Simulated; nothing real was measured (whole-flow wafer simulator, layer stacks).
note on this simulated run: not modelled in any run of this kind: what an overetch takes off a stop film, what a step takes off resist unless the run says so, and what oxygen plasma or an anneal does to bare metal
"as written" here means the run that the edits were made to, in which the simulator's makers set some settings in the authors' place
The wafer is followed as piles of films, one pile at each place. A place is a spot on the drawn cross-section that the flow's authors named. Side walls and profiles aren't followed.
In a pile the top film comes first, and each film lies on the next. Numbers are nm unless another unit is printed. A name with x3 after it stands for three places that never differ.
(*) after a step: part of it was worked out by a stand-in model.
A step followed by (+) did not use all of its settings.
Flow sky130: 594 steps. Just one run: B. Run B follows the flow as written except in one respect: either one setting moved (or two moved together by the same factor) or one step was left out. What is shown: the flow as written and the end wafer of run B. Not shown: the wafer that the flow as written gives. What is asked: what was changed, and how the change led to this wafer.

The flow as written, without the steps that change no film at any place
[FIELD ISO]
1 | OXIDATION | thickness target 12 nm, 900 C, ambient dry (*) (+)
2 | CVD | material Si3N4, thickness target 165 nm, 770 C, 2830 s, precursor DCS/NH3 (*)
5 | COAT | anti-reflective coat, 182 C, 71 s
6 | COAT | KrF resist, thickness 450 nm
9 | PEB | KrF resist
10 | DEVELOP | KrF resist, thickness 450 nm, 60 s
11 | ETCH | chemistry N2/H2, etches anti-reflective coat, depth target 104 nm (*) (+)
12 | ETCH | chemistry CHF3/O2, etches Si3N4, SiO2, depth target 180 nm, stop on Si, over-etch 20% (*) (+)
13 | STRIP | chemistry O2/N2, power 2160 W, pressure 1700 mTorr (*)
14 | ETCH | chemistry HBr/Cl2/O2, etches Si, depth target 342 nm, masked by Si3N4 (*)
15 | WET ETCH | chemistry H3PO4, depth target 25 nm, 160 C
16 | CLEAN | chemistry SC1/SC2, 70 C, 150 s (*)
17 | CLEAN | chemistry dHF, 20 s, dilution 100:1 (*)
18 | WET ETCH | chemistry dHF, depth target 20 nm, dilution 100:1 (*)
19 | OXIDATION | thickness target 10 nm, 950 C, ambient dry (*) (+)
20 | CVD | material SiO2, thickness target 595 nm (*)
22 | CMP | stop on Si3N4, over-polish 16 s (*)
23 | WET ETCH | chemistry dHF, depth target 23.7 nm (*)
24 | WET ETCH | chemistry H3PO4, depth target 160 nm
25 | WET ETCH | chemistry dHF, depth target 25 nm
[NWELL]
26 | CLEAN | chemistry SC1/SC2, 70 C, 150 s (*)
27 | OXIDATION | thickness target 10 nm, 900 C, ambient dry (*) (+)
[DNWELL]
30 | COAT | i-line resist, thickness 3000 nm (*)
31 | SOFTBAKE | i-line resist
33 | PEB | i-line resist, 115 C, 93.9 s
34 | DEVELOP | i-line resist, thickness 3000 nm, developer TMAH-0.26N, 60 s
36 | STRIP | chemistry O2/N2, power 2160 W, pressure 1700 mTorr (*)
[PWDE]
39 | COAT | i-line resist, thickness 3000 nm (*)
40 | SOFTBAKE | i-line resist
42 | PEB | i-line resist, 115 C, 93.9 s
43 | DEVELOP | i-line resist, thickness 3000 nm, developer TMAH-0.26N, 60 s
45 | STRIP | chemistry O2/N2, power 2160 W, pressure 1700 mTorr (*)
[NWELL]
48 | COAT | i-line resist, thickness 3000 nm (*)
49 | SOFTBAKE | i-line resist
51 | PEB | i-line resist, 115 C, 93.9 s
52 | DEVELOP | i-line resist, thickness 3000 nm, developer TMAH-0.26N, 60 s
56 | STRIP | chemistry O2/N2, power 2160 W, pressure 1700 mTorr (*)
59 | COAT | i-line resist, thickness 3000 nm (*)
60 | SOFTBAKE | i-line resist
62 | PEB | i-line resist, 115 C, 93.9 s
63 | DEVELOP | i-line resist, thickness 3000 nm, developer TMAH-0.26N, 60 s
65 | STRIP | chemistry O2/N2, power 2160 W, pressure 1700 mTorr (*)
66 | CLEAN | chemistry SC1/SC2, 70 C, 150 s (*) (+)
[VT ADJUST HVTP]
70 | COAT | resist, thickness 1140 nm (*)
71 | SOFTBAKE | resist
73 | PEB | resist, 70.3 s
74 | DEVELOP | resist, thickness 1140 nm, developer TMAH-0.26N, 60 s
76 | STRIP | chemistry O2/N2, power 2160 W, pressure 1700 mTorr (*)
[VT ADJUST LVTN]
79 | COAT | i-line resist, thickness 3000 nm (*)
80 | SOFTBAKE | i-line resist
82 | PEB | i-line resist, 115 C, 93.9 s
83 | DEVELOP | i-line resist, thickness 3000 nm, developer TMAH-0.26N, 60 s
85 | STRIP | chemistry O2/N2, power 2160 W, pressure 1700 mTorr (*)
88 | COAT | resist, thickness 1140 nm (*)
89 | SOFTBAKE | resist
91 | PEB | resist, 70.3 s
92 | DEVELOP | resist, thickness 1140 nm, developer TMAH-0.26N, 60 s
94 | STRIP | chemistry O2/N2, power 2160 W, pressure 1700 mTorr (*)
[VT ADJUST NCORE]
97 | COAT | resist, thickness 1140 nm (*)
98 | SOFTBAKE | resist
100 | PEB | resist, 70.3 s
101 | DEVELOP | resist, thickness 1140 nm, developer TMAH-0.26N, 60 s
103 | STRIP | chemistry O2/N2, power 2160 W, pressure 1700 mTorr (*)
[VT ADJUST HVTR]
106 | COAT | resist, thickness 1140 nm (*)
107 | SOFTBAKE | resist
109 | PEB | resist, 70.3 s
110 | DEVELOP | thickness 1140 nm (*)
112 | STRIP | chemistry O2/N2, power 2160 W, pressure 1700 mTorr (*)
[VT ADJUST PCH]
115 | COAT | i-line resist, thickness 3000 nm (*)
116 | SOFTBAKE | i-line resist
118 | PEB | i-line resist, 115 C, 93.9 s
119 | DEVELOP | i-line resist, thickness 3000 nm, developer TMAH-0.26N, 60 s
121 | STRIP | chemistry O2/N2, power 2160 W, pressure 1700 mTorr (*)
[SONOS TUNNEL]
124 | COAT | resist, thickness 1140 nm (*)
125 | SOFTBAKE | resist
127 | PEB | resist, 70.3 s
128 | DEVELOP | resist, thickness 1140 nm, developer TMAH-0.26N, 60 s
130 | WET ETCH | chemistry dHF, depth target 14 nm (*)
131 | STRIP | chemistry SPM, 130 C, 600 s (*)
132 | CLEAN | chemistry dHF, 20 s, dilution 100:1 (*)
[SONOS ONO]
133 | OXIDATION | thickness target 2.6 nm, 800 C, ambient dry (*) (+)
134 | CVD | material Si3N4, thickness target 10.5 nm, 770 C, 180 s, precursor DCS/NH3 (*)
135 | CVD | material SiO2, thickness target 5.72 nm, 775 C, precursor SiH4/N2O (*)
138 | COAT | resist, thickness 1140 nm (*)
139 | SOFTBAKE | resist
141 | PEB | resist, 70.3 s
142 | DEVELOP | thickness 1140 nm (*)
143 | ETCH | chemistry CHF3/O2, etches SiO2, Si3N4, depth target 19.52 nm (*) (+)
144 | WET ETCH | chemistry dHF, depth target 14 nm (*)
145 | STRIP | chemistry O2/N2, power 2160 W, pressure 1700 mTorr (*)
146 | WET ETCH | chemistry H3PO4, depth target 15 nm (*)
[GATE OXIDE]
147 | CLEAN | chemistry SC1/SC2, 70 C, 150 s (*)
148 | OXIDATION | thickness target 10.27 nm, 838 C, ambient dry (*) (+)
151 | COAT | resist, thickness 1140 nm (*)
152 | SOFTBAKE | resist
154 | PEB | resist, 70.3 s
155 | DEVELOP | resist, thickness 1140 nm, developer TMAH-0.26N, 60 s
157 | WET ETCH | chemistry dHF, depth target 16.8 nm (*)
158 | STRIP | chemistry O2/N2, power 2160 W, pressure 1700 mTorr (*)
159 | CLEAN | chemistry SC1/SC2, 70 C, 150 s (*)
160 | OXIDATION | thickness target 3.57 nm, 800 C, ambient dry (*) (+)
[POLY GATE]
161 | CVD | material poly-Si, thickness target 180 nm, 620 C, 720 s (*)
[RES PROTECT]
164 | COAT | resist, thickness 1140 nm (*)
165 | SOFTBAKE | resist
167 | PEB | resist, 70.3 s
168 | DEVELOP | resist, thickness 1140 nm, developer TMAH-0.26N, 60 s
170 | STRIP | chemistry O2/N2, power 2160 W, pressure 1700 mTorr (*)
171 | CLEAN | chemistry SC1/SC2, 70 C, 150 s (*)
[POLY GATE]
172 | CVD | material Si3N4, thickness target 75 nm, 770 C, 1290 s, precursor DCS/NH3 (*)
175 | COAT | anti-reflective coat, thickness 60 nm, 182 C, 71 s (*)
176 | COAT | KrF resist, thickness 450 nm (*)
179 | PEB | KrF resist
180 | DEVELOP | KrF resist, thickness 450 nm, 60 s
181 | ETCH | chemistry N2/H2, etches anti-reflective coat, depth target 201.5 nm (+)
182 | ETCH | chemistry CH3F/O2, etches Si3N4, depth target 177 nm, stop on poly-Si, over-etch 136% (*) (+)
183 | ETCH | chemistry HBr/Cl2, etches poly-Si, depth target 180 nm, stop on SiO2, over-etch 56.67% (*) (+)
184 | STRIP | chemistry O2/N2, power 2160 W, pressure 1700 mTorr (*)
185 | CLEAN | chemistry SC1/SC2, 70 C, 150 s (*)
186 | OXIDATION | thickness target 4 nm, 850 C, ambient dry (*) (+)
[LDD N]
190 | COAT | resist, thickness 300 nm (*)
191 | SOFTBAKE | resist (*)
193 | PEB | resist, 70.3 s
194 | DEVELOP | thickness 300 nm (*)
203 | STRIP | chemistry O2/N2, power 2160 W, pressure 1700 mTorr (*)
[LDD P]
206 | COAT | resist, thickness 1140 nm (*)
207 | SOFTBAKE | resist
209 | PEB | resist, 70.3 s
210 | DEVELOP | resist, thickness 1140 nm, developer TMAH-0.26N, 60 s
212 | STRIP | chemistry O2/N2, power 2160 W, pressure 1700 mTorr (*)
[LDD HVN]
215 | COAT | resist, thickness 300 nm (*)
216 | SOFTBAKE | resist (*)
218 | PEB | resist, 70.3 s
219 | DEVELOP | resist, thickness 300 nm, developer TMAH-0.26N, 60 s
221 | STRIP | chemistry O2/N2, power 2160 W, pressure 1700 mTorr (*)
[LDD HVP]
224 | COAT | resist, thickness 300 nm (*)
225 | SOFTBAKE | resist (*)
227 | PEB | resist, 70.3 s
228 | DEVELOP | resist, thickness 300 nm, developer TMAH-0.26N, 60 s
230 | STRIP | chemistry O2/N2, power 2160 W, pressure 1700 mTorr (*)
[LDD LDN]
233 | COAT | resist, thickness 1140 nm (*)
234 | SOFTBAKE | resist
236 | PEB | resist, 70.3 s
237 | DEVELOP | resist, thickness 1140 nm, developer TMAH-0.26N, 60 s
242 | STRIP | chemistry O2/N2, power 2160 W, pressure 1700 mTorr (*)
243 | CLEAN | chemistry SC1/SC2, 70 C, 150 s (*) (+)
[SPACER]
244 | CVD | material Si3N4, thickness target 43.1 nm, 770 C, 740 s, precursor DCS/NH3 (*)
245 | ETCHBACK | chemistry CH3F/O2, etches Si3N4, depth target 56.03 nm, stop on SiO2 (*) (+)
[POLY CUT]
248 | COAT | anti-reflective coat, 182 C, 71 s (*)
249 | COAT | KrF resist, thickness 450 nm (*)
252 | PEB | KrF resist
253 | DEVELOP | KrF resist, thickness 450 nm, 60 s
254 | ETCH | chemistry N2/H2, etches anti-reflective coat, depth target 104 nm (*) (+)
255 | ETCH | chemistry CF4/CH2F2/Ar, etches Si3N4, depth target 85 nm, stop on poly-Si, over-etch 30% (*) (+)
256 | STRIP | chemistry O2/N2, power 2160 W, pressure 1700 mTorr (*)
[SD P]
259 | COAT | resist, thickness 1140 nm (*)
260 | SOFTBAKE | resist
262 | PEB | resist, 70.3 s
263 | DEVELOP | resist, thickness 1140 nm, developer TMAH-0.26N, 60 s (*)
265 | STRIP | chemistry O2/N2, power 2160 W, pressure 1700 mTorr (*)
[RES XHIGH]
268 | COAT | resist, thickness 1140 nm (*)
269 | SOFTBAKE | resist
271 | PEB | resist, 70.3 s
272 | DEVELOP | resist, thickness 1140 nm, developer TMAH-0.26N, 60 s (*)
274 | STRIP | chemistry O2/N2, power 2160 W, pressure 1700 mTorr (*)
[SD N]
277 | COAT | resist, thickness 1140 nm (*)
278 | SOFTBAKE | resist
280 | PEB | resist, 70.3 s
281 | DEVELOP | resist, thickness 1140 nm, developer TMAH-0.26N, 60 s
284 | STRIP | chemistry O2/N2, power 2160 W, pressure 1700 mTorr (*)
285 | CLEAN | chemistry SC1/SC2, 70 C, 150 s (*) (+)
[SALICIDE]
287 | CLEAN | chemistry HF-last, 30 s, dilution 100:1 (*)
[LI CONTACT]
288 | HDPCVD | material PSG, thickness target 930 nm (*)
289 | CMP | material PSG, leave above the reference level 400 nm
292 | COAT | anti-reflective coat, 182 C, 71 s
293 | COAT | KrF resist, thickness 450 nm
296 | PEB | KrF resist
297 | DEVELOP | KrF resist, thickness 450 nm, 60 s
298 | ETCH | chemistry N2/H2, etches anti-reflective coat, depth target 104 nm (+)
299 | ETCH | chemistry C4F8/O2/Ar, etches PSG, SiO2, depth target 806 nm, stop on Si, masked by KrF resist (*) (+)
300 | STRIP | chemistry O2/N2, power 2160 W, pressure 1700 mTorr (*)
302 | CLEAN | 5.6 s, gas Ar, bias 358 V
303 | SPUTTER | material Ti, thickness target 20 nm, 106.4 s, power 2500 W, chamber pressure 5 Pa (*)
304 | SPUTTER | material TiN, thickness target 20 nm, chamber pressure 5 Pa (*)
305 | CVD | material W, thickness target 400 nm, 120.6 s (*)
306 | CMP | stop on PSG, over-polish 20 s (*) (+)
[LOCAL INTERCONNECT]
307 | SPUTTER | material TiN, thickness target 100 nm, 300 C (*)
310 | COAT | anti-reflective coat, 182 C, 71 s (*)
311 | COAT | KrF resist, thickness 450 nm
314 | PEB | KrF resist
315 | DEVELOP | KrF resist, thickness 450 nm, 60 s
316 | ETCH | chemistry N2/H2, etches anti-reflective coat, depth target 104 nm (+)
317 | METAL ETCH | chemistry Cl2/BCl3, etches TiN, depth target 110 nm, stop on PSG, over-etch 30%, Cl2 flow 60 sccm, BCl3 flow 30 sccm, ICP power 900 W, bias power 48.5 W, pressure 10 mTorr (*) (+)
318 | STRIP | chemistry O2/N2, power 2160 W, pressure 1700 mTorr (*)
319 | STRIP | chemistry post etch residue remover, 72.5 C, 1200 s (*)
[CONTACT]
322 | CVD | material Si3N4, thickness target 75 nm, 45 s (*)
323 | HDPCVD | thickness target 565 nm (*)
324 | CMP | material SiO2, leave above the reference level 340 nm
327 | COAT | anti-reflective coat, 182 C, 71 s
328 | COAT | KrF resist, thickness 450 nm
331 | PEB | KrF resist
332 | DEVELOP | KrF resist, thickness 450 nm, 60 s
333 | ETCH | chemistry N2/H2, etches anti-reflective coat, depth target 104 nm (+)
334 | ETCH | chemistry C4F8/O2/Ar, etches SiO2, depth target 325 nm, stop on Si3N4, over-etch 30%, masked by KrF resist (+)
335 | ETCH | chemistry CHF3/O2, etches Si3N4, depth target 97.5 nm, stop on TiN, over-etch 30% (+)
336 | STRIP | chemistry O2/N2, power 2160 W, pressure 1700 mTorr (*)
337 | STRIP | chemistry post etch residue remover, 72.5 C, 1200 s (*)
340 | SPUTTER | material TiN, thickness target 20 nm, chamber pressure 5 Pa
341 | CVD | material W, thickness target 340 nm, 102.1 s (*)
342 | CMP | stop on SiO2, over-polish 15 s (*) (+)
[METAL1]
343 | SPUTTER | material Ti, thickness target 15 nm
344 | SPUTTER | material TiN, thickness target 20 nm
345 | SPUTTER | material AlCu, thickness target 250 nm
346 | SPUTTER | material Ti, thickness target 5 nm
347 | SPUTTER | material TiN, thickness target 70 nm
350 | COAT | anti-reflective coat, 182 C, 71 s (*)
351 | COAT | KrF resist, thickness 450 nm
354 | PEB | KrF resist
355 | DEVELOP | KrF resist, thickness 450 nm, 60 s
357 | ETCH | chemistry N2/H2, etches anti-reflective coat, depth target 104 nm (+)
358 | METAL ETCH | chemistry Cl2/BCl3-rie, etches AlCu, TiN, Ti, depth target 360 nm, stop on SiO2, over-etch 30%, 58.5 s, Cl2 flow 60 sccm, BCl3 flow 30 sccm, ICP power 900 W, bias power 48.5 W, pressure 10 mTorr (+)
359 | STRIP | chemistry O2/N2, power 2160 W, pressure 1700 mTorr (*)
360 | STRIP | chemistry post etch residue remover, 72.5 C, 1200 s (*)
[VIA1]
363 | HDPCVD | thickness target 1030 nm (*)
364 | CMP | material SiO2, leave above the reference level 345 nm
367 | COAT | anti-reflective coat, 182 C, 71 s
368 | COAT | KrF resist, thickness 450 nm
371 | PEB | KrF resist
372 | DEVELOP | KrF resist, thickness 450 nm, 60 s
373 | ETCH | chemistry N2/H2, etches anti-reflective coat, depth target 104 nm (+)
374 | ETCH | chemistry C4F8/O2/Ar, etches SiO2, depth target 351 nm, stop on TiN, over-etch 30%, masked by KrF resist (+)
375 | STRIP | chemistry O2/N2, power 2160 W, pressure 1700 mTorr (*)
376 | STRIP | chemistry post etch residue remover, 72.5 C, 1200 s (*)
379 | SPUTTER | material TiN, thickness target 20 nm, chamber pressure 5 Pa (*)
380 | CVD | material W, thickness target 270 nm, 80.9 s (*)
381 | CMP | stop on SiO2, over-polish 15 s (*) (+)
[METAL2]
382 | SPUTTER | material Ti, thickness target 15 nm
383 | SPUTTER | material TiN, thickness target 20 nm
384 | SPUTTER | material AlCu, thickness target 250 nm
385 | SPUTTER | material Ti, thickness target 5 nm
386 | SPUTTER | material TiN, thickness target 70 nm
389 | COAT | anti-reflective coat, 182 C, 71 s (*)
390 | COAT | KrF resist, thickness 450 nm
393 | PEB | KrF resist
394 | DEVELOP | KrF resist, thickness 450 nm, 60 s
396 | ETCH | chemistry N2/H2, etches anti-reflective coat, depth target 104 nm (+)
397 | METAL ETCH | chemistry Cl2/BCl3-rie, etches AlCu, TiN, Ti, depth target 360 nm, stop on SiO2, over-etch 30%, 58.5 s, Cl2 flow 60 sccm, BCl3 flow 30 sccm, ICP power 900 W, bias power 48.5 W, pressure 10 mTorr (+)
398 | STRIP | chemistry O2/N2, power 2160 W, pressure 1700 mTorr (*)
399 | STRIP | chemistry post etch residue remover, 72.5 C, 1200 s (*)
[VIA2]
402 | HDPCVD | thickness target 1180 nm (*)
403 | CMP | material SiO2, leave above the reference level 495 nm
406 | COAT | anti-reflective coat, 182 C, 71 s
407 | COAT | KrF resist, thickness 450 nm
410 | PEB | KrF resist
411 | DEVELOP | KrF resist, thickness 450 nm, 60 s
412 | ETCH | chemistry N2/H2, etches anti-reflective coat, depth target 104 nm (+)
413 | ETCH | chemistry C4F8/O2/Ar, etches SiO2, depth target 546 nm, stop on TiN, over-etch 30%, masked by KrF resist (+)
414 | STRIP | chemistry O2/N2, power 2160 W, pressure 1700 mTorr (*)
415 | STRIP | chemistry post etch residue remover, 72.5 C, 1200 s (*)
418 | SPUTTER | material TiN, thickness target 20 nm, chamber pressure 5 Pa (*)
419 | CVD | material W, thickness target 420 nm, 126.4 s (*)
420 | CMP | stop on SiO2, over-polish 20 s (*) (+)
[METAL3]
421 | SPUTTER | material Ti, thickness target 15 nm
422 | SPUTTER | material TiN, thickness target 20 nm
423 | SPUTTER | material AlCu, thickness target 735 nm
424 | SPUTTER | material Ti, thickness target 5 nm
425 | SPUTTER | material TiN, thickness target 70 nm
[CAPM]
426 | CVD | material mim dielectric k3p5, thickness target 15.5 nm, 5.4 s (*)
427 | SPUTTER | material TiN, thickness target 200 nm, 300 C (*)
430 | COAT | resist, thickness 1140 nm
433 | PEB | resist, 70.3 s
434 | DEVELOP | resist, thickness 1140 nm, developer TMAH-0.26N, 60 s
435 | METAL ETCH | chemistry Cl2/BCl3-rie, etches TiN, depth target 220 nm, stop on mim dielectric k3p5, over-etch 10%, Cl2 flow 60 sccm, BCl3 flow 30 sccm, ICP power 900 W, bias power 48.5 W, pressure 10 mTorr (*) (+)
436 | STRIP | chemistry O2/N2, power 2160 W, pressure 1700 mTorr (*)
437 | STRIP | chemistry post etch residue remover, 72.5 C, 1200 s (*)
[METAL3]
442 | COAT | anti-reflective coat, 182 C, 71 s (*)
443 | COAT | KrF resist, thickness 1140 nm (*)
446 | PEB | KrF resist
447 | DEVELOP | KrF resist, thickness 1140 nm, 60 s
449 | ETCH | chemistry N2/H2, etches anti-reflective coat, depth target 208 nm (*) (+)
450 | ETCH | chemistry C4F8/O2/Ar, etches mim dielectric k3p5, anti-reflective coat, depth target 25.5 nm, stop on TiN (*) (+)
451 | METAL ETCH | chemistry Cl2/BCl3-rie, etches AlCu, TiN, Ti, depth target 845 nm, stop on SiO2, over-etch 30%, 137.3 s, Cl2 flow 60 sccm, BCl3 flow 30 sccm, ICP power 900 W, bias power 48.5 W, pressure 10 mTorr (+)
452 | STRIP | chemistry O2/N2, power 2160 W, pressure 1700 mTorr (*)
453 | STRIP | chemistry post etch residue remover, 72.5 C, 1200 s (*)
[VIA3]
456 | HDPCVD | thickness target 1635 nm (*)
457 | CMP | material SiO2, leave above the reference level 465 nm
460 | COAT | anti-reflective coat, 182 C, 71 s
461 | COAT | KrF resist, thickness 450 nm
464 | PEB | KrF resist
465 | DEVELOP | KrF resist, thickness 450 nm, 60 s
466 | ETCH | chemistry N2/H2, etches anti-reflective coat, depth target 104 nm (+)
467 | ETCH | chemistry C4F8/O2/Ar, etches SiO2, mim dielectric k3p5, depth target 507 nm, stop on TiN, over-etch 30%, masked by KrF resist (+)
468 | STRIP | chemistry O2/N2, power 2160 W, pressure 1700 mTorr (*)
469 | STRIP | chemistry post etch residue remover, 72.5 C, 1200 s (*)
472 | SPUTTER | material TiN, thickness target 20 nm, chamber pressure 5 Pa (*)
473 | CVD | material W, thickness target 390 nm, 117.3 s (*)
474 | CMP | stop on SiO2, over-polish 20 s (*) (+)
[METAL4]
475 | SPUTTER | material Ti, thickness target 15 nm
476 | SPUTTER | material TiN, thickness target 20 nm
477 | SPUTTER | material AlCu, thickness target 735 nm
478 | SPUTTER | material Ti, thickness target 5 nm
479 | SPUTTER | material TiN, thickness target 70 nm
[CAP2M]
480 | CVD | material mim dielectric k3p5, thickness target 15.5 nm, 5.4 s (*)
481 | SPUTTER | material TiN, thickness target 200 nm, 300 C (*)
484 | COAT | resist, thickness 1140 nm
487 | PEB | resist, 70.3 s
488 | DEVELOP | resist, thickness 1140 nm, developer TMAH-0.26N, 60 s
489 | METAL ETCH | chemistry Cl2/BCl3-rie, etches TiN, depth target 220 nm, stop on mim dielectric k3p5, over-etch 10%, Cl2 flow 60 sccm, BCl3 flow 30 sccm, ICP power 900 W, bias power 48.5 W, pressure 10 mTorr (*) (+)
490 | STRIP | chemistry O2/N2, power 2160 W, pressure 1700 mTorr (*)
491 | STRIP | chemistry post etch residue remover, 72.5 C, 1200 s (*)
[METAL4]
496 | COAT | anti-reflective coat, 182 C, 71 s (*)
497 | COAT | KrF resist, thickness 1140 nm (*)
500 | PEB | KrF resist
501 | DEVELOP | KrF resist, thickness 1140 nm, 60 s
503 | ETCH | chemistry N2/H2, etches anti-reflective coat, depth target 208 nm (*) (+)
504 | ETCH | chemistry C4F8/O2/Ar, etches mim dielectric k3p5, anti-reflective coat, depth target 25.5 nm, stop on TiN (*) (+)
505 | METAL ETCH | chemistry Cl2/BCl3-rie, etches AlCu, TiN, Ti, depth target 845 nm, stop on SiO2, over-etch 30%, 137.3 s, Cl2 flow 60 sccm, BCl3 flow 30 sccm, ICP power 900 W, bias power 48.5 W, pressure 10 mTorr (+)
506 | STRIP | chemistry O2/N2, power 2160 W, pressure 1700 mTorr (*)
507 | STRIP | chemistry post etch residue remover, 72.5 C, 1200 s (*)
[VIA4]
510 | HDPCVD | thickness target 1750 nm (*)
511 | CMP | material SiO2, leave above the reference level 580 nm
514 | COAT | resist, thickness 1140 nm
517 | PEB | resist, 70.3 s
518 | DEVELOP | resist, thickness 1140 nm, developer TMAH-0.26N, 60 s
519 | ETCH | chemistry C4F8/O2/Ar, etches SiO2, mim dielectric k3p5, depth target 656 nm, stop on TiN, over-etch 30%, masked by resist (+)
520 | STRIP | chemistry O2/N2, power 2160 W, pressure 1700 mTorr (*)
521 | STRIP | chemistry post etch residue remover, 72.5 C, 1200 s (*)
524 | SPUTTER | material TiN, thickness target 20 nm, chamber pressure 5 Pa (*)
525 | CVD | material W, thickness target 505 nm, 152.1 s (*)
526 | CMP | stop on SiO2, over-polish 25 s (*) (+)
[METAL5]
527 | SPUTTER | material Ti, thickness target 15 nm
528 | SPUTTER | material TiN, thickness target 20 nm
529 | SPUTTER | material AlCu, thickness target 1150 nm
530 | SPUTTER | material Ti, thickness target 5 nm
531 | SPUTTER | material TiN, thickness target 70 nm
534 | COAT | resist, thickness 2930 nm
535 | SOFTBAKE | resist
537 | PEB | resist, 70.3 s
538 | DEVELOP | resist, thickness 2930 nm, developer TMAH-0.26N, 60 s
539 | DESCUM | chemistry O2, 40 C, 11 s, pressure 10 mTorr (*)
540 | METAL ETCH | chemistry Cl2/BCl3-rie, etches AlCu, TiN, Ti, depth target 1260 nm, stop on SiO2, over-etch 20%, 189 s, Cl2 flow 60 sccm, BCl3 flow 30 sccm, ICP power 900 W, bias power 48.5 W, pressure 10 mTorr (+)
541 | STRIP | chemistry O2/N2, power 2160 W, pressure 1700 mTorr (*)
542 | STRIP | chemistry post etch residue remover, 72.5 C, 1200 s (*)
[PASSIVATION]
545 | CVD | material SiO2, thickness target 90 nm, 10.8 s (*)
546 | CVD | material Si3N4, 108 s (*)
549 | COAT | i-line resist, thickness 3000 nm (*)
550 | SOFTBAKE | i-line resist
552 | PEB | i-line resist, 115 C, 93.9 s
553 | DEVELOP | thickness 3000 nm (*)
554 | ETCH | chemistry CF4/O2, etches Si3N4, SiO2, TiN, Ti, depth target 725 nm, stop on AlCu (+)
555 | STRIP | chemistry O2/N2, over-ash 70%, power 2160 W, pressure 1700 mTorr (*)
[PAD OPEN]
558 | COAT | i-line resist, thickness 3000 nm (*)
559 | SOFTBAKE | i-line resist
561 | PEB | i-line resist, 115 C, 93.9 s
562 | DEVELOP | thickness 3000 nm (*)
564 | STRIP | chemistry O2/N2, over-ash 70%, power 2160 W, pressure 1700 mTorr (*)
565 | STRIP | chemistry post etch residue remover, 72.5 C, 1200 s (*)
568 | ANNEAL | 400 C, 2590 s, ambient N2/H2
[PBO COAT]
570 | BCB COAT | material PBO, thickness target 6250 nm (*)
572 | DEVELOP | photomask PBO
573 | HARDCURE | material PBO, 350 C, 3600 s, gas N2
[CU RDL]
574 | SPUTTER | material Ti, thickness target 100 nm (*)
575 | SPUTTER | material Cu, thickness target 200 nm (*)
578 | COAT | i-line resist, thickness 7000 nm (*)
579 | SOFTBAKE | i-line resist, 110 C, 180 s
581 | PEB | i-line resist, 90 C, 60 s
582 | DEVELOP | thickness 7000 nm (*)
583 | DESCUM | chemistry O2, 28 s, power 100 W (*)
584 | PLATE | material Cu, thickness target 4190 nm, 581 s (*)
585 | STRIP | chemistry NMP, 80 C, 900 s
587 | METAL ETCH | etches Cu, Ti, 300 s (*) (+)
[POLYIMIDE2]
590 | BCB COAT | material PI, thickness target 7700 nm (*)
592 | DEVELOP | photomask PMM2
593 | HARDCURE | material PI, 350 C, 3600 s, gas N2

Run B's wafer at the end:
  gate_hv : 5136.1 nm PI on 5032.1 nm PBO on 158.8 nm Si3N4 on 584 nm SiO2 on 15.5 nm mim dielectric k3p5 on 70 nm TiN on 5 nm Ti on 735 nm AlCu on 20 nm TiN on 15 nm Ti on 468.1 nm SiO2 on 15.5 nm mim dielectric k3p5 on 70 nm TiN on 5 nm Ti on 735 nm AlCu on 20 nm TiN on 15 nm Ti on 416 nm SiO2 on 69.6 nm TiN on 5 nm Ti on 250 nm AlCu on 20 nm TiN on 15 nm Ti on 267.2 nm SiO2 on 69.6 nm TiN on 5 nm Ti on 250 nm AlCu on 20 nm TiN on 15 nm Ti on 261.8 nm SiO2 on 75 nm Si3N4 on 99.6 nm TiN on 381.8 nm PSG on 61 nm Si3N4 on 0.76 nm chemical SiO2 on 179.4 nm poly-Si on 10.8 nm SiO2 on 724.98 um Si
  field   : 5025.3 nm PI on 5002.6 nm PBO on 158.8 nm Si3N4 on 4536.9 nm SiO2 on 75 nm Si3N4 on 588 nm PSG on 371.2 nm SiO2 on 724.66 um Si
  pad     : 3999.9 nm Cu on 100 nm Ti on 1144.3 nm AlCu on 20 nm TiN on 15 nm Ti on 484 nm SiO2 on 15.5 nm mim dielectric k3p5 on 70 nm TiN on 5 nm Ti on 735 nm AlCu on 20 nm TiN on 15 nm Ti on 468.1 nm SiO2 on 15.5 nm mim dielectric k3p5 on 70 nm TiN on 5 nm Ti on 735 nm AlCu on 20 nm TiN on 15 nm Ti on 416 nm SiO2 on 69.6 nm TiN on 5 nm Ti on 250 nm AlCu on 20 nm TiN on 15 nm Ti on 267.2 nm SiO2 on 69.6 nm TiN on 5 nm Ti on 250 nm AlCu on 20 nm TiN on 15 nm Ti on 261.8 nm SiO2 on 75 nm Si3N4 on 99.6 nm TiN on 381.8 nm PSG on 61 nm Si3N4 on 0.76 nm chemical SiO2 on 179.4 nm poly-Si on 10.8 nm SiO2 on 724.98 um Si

Cause: step 457, CMP: leave above the reference level 563 nm was run, whereas the flow has leave above the reference level 465 nm.

How this came from the change, step by step:
  457 | CMP | material SiO2, leave above the reference level 465 nm
      n_well, p_well, gate_hv and 99 more: SiO2 loses 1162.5 (as written it would have been: SiO2 loses 1260.5)
      field, active, gate and 82 more: SiO2 loses 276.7 (as written it would have been: SiO2 loses 374.7)
      (and at 5 other places as well)
  467 | ETCH | chemistry C4F8/O2/Ar, etches SiO2, mim dielectric k3p5, depth target 507 nm, stop on TiN, over-etch 30%, masked by KrF resist (+)
      m1: SiO2 loses 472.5 (all of it), mim dielectric k3p5 loses 15.5 (all of it) (as written it would have been: SiO2 loses 374.5 (all of it), mim dielectric k3p5 loses 15.5 (all of it))
      via3_hole: SiO2 loses 471.9 (all of it), mim dielectric k3p5 loses 15.5 (all of it) (as written it would have been: SiO2 loses 373.9 (all of it), mim dielectric k3p5 loses 15.5 (all of it))
  472 | SPUTTER | material TiN, thickness target 20 nm, chamber pressure 5 Pa (*)
      m1: TiN gains 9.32 (as written it would have been: TiN gains 10.6)
      via3_hole: TiN gains 9.31 (as written it would have been: TiN gains 10.6)
  473 | CVD | material W, thickness target 390 nm, 117.3 s (*)
      m1: W gains 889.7 (new film) (as written it would have been: W gains 790.5 (new film))
      via3_hole: W gains 889.1 (new film) (as written it would have been: W gains 789.9 (new film))
